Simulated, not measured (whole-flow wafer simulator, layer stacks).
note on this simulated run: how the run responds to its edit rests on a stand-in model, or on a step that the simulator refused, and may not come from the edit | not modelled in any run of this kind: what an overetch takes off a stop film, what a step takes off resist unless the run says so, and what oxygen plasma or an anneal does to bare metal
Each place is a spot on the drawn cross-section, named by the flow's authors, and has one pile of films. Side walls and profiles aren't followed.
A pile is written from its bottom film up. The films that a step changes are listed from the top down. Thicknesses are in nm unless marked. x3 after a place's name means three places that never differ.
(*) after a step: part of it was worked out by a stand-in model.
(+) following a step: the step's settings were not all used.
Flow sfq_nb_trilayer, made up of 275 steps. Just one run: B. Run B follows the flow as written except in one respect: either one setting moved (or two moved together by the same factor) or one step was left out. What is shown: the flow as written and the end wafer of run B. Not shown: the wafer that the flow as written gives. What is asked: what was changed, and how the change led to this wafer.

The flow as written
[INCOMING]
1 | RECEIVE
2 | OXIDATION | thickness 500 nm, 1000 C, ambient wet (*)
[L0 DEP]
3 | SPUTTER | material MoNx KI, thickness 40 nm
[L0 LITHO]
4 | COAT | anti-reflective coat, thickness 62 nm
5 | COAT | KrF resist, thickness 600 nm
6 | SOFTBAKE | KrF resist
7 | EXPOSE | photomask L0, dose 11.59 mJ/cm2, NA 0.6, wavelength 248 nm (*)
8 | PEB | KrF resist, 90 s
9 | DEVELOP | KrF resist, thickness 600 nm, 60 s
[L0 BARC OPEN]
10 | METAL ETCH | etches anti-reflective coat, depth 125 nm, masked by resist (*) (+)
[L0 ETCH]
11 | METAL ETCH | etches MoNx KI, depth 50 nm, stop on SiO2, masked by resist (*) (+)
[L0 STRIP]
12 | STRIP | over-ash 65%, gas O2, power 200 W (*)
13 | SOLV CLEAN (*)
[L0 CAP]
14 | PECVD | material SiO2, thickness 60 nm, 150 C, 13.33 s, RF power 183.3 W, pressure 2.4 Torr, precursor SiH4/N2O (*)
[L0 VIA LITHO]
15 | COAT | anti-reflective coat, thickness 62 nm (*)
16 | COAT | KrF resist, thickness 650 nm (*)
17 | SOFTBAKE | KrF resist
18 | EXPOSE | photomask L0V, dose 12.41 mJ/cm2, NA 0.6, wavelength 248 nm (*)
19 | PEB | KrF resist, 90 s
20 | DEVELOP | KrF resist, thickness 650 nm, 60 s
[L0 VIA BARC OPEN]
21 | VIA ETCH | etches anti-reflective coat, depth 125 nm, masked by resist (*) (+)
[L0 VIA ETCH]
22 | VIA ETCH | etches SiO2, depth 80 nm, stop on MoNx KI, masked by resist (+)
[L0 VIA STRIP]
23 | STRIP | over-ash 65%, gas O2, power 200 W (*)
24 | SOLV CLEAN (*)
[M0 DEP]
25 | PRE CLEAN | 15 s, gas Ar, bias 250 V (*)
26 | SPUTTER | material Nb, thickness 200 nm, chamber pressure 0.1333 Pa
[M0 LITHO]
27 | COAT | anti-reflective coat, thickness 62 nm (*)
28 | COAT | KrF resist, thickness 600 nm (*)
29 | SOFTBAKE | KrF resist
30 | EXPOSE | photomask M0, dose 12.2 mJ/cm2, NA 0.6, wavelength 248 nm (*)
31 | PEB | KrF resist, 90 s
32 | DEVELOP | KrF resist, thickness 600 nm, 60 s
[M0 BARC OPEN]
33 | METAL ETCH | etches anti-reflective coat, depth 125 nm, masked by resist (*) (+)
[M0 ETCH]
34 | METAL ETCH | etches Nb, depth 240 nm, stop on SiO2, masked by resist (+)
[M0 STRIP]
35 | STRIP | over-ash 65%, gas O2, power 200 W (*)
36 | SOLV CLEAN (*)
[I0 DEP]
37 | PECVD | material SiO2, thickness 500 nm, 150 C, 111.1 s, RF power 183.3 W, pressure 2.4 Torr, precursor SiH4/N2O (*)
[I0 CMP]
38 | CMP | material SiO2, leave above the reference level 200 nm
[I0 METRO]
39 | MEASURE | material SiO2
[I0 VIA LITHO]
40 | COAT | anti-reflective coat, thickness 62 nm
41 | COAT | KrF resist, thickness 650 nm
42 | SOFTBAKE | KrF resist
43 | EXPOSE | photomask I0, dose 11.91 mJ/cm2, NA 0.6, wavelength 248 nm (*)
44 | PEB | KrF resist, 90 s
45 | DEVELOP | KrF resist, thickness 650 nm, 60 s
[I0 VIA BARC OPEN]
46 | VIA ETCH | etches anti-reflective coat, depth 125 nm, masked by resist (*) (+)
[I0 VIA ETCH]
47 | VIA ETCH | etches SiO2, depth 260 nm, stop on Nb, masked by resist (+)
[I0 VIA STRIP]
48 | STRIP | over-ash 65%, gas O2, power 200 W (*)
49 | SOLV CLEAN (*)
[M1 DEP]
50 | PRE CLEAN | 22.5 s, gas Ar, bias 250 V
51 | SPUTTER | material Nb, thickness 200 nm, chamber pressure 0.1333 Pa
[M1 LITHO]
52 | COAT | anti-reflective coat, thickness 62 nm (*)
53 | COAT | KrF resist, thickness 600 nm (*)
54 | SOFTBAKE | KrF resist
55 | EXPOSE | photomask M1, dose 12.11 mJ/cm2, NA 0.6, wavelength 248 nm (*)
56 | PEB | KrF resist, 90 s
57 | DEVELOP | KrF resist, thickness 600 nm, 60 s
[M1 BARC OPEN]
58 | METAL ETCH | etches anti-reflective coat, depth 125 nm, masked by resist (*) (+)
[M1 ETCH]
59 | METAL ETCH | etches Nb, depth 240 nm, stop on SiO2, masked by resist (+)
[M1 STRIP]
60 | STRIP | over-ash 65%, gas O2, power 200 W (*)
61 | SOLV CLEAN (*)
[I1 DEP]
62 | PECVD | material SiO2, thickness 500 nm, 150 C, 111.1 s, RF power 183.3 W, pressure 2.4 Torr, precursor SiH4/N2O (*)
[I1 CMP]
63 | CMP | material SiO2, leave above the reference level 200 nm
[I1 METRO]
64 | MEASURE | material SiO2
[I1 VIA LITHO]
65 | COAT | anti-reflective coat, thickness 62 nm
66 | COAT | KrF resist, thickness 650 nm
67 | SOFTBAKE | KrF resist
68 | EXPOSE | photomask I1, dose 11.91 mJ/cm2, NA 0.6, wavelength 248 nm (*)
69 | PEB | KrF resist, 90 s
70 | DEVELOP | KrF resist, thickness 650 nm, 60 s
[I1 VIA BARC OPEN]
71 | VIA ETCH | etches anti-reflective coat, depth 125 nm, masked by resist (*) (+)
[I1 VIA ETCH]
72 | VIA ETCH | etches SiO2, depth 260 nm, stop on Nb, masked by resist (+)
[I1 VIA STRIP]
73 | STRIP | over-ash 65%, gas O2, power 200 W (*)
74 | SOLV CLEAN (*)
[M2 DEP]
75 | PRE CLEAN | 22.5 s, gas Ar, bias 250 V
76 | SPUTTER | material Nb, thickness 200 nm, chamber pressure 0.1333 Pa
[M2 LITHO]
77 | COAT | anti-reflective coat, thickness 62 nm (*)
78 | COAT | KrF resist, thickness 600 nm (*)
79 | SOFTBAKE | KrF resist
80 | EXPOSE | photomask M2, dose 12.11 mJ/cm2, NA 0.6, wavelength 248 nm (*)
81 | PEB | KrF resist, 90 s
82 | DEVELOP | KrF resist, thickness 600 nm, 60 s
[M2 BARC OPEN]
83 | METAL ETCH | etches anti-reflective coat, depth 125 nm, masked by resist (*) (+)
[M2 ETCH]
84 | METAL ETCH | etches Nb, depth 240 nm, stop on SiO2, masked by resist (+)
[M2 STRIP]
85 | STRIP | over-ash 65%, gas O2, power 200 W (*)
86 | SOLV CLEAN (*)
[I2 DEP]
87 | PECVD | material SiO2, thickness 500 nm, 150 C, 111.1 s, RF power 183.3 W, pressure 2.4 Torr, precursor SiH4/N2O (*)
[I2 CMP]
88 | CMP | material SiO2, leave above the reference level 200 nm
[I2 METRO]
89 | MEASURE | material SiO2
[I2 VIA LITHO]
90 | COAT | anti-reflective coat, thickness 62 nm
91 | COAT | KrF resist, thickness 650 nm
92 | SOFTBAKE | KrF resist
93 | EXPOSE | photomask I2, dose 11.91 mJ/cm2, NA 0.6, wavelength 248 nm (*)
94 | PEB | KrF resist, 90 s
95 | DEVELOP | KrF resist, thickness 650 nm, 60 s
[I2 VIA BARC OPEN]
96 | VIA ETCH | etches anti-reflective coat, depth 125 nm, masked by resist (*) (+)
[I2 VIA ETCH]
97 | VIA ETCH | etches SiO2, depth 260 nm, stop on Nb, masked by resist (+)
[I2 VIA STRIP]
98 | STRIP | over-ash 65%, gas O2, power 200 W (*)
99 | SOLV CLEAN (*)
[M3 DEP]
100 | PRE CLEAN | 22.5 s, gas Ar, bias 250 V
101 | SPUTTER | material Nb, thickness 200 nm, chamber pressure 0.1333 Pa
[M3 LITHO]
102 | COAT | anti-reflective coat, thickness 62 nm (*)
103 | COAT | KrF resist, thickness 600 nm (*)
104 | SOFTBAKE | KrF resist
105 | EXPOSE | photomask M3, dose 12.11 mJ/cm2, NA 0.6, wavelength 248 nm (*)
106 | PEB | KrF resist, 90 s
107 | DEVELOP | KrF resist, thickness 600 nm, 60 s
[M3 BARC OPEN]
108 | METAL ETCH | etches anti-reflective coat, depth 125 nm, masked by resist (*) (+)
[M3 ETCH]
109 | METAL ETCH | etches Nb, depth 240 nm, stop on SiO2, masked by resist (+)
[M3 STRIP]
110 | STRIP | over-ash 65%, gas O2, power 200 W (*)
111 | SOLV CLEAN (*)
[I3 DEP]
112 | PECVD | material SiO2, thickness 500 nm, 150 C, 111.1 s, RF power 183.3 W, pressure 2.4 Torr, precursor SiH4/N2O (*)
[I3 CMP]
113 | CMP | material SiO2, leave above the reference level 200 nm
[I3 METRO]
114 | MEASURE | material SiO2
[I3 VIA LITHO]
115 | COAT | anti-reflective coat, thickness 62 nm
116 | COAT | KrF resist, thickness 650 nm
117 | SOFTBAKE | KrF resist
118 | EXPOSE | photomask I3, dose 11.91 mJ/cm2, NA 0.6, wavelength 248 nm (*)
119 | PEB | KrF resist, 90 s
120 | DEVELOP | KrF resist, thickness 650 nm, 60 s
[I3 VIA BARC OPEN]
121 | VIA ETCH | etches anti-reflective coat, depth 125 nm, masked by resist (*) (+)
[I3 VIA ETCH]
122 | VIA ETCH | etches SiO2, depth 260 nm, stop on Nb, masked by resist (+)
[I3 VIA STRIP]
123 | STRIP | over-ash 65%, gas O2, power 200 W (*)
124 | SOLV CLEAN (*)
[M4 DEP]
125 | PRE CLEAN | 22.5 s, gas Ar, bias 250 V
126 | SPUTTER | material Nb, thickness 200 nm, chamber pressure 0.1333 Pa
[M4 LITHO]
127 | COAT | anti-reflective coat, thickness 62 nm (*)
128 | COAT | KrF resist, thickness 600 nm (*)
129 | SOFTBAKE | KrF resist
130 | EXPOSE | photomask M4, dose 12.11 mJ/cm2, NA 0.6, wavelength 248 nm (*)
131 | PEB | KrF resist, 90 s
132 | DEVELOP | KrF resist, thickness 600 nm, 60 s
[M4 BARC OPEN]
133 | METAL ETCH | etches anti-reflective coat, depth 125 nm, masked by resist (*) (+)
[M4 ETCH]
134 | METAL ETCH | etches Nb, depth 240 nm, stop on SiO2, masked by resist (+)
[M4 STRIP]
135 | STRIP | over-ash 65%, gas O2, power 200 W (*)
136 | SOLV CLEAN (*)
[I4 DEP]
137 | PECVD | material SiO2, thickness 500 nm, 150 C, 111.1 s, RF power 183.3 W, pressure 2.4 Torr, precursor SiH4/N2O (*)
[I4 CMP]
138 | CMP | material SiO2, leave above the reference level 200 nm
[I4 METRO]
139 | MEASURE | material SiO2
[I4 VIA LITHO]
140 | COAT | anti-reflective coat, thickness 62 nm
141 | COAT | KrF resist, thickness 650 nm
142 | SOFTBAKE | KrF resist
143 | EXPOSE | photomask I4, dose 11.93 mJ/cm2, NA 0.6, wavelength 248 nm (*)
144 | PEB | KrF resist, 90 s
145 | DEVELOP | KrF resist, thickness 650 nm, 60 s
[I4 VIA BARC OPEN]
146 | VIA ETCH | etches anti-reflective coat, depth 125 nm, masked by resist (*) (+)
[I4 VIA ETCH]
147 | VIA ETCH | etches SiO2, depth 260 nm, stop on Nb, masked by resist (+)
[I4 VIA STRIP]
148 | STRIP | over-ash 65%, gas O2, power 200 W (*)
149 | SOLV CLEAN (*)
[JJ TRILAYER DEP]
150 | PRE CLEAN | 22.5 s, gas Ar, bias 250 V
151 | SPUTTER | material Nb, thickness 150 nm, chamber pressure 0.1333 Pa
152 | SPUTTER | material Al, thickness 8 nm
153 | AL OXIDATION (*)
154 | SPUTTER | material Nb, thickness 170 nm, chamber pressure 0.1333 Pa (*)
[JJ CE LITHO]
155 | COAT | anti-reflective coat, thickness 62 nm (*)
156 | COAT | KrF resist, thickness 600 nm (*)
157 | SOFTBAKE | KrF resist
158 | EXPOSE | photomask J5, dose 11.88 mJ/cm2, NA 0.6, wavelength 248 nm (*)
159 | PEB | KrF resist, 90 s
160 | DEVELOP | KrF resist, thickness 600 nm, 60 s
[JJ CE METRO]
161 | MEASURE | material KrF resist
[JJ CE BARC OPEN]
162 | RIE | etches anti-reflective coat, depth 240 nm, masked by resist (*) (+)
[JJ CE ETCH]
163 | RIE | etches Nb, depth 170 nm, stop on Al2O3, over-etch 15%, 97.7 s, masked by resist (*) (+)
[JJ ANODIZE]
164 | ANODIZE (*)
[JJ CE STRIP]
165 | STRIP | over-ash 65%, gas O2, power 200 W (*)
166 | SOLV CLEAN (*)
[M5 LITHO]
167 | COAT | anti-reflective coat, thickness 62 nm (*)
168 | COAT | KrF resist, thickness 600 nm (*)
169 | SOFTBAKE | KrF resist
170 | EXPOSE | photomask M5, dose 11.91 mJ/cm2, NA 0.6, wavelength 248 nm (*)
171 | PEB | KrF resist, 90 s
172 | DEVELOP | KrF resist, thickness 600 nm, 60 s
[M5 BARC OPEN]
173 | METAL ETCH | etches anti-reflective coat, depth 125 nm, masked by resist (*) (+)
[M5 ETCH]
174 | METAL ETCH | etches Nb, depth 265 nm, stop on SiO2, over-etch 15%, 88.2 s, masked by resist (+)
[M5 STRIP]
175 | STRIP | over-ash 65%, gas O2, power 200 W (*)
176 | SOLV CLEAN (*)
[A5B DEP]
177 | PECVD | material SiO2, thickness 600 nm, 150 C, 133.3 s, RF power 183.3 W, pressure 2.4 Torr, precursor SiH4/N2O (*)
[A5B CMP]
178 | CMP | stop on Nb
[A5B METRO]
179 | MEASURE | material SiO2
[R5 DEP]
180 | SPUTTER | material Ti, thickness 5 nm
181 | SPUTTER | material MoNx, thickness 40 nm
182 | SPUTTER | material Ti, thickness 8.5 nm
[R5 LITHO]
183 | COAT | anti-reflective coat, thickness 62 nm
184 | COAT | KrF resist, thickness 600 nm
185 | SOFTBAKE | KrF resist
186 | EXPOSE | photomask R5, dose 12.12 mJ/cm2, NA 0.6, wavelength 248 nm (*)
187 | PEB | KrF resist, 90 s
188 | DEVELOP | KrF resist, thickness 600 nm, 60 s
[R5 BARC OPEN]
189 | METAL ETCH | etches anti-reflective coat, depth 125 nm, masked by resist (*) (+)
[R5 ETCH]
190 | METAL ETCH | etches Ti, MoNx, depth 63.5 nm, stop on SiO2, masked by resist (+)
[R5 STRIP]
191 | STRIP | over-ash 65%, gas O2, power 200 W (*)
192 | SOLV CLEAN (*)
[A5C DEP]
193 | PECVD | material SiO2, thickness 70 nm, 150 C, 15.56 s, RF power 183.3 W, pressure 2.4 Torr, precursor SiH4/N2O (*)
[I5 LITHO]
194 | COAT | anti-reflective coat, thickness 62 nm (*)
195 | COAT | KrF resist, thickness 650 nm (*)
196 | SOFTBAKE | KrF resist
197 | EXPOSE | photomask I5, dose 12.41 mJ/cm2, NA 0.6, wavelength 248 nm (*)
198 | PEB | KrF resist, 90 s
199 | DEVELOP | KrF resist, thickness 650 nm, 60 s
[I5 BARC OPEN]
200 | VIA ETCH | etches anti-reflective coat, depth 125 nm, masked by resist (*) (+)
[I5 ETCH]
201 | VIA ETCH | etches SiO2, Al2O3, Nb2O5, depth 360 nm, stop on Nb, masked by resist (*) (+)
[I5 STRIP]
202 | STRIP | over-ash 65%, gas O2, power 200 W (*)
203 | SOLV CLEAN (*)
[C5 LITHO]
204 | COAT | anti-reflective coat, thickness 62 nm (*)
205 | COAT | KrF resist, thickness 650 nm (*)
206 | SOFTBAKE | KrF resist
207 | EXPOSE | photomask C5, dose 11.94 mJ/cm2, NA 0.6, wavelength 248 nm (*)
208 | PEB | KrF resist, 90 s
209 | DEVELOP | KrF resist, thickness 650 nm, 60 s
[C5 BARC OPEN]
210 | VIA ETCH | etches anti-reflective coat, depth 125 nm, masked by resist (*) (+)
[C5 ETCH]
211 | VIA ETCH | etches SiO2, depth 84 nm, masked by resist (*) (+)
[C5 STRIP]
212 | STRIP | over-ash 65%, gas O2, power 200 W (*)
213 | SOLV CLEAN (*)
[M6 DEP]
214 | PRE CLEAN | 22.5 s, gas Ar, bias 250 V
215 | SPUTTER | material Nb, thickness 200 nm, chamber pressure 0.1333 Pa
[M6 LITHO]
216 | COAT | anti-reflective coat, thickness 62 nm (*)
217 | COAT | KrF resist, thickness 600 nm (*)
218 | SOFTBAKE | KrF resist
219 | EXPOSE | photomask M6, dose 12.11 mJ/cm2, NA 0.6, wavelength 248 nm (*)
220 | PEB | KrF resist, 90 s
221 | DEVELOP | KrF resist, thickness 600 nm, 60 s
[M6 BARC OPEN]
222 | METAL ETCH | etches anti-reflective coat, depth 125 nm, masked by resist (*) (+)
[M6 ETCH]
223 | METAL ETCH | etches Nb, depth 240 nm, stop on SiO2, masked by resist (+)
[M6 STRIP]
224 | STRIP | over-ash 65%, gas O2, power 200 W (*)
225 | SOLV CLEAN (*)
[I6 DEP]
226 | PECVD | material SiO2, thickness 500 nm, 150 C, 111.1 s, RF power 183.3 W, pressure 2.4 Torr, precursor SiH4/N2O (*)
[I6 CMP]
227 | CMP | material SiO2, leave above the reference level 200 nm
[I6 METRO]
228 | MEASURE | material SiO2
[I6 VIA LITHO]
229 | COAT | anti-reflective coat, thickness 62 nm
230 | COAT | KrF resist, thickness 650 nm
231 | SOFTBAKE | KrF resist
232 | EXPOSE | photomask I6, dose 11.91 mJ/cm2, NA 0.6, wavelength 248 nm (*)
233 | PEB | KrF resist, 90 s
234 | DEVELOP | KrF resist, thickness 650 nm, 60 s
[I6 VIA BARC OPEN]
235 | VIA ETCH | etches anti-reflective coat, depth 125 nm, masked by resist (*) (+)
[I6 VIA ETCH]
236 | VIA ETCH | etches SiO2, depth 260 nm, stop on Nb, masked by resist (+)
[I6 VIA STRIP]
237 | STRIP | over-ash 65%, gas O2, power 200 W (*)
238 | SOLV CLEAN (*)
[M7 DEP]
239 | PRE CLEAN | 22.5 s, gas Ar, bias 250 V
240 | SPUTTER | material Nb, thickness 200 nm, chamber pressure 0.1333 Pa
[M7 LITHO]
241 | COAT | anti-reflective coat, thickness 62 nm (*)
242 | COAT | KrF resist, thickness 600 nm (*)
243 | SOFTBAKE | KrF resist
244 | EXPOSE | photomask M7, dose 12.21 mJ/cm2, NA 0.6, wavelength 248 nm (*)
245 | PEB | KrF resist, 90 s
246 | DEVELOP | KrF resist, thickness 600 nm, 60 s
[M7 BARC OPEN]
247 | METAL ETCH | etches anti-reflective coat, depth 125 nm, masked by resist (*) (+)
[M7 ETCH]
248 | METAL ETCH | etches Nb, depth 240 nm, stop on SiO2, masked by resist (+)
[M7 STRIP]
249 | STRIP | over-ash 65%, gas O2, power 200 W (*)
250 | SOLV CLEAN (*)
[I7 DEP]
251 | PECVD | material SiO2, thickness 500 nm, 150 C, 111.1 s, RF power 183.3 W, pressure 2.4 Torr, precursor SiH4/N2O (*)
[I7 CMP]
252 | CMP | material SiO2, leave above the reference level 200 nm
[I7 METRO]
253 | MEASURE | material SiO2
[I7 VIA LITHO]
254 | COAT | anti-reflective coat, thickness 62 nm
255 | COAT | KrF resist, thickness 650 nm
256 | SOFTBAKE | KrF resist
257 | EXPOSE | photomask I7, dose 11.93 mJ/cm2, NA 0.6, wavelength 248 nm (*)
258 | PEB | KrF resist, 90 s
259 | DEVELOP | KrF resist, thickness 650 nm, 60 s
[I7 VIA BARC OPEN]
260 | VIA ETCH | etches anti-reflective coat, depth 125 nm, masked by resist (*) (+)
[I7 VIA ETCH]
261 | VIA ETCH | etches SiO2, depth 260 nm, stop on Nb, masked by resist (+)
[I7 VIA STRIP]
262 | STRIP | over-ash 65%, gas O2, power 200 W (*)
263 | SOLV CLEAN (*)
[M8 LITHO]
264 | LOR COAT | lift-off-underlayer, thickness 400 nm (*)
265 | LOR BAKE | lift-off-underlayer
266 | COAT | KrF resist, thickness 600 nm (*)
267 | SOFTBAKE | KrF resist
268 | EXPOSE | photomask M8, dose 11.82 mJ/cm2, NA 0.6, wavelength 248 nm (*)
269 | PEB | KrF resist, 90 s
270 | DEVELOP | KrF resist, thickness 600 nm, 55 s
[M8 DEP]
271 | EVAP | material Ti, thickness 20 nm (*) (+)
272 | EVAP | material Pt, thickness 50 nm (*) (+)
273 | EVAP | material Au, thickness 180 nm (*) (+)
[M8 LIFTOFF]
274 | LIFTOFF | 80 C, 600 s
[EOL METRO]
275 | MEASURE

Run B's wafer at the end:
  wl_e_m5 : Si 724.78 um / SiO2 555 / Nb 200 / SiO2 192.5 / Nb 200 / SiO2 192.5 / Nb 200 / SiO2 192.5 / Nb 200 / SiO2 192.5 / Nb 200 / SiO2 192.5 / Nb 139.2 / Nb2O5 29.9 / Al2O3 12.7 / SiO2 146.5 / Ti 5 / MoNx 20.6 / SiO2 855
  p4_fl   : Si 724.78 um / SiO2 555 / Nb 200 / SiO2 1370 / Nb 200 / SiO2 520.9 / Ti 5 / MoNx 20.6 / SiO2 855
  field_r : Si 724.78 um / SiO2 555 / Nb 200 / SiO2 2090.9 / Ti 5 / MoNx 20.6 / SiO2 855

The reason: step 190, METAL ETCH: depth 27.9 nm was run, while the flow as written has depth 63.5 nm.

Step by step, how the change led to this:
  190 | METAL ETCH | etches Ti, MoNx, depth 63.5 nm, stop on SiO2, masked by resist (+)
      field_l, v_sur, via_wl and 92 more: -8.5 Ti (all of it), -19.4 MoNx (as written it would have been: -8.5 Ti (all of it), -40 MoNx (all of it), -5 Ti (all of it))
      ce_l, c5j, ce_r, wl_jj: -8.5 Ti (all of it), -19.4 MoNx (as written it would have been: -8.5 Ti (all of it), -40 MoNx (all of it), -5 Ti (all of it), -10 Nb)
      (as well as at 7 more places)
  191 | STRIP | over-ash 65%, gas O2, power 200 W (*)
      be_r, r_sur, res, r_end, r5r_line_l, r5r_line_c, r5r_line_r: -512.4 KrF resist (all of it), -62 anti-reflective coat (all of it) (as written it would have been: -498.2 KrF resist (all of it), -62 anti-reflective coat (all of it))
  193 | PECVD | material SiO2, thickness 70 nm, 150 C, 15.56 s, RF power 183.3 W, pressure 2.4 Torr, precursor SiH4/N2O (*)
      field_l, v_sur, via_wl and 92 more: +70 SiO2 (new film) (as written it would have been: +70 SiO2)
  194 | COAT | anti-reflective coat, thickness 62 nm (*)
      wl_j_sl, wl_j_sr: +62 anti-reflective coat (new film) (as written it would have been: +60.2 anti-reflective coat (new film))
      r5r_spacepad_l, r5r_spacepad_r: +73.4 anti-reflective coat (new film) (as written it would have been: +84.4 anti-reflective coat (new film))
      (as well as at 15 more places)
  201 | VIA ETCH | etches SiO2, Al2O3, Nb2O5, depth 360 nm, stop on Nb, masked by resist (*) (+)
      be: -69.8 SiO2 (all of it), -20.6 MoNx (all of it), -5 Ti (all of it), -146.5 SiO2 (all of it), -12.7 Al2O3 (all of it), -29.9 Nb2O5 (all of it) (as written it would have been: -216.4 SiO2 (all of it), -12.7 Al2O3 (all of it), -29.9 Nb2O5 (all of it))
  202 | STRIP | over-ash 65%, gas O2, power 200 W (*)
      wl_j_sl, wl_j_sr: -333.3 KrF resist (all of it), -62 anti-reflective coat (all of it) (as written it would have been: -333.3 KrF resist (all of it), -60.2 anti-reflective coat (all of it))
      r5r_spacepad_l, r5r_spacepad_r: -334.5 KrF resist (all of it), -73.4 anti-reflective coat (all of it) (as written it would have been: -335.6 KrF resist (all of it), -84.4 anti-reflective coat (all of it))
      (as well as at 15 more places)
  204 | COAT | anti-reflective coat, thickness 62 nm (*)
      wl_j_sl, wl_j_sr: +62 anti-reflective coat (new film) (as written it would have been: +60.2 anti-reflective coat (new film))
      r5r_spacepad_l, r5r_spacepad_r: +73.4 anti-reflective coat (new film) (as written it would have been: +84.4 anti-reflective coat (new film))
      (as well as at 17 more places)
  205 | COAT | KrF resist, thickness 650 nm (*)
      be: +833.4 KrF resist (new film) (as written it would have been: +815.3 KrF resist (new film))
  210 | VIA ETCH | etches anti-reflective coat, depth 125 nm, masked by resist (*) (+)
      field_l, v_sur, via_wl and 101 more: -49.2 KrF resist (as written it would have been: -47.4 KrF resist)
      c5j: -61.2 anti-reflective coat (all of it), -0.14 SiO2 (as written it would have been: -63.9 anti-reflective coat (all of it), -0.11 SiO2)
      (as well as at 1 more place)
  211 | VIA ETCH | etches SiO2, depth 84 nm, masked by resist (*) (+)
      c5j: -69.9 SiO2 (all of it) (as written it would have been: -69.9 SiO2 (all of it), -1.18 Nb)
  212 | STRIP | over-ash 65%, gas O2, power 200 W (*)
      wl_j_sl, wl_j_sr: -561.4 KrF resist (all of it), -62 anti-reflective coat (all of it) (as written it would have been: -563.4 KrF resist (all of it), -60.2 anti-reflective coat (all of it))
      r5r_spacepad_l, r5r_spacepad_r: -562.7 KrF resist (all of it), -73.4 anti-reflective coat (all of it) (as written it would have been: -565.8 KrF resist (all of it), -84.4 anti-reflective coat (all of it))
      (as well as at 15 more places)
  214 | PRE CLEAN | 22.5 s, gas Ar, bias 250 V
      c5j: -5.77 MoNx (as written it would have been: -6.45 Nb)
  215 | SPUTTER | material Nb, thickness 200 nm, chamber pressure 0.1333 Pa
      c5j: +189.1 Nb (new film) (as written it would have been: +188.4 Nb)
      be: +141.7 Nb (as written it would have been: +147.3 Nb)
  216 | COAT | anti-reflective coat, thickness 62 nm (*)
      r5r_line_l, r5r_line_c, r5r_line_r: +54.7 anti-reflective coat (new film) (as written it would have been: +50 anti-reflective coat (new film))
      wl_j_sl, wl_j_sr: +62 anti-reflective coat (new film) (as written it would have been: +60.2 anti-reflective coat (new film))
      (as well as at 17 more places)
  217 | COAT | KrF resist, thickness 600 nm (*)
      be: +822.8 KrF resist (new film) (as written it would have been: +793.9 KrF resist (new film))
      be_r: +582.3 KrF resist (new film) (as written it would have been: +570.3 KrF resist (new film))
      (as well as at 1 more place)
  222 | METAL ETCH | etches anti-reflective coat, depth 125 nm, masked by resist (*) (+)
      r5r_line_l, r5r_line_c, r5r_line_r: -54.7 anti-reflective coat (all of it) (as written it would have been: -50 anti-reflective coat (all of it))
      r5r_spacepad_l, r5r_spacepad_r: -73.7 anti-reflective coat (all of it) (as written it would have been: -85.7 anti-reflective coat (all of it))
      (as well as at 2 more places)
  ... 2 other steps ...
  227 | CMP | material SiO2, leave above the reference level 200 nm
      ce_l, ce_r, wl_jj: -300 SiO2 (as written it would have been: -290 SiO2)
      be_r, r_sur, r_end: -327.9 SiO2 (as written it would have been: -353.5 SiO2)
      (as well as at 7 more places)
With metal films that touch counted as one body, wl_e_m5 has 7 bodies (between them, from the top down: SiO2 146.5 / Al2O3 12.7 / Nb2O5 29.9; SiO2 192.5; SiO2 192.5; SiO2 192.5; SiO2 192.5; SiO2 192.5); the flow as written gives 6 bodies (between them, from the top down: SiO2 192.5; SiO2 192.5; SiO2 192.5; SiO2 192.5; SiO2 192.5).
With metal films that touch counted as one body, p4_fl has 3 bodies (between them, from the top down: SiO2 520.9; SiO2 1370); the flow as written gives 2 bodies (between them, from the top down: SiO2 1370).
With metal films that touch counted as one body, field_r has 2 bodies (between them, from the top down: SiO2 2090.9); the flow as written gives 1 body.
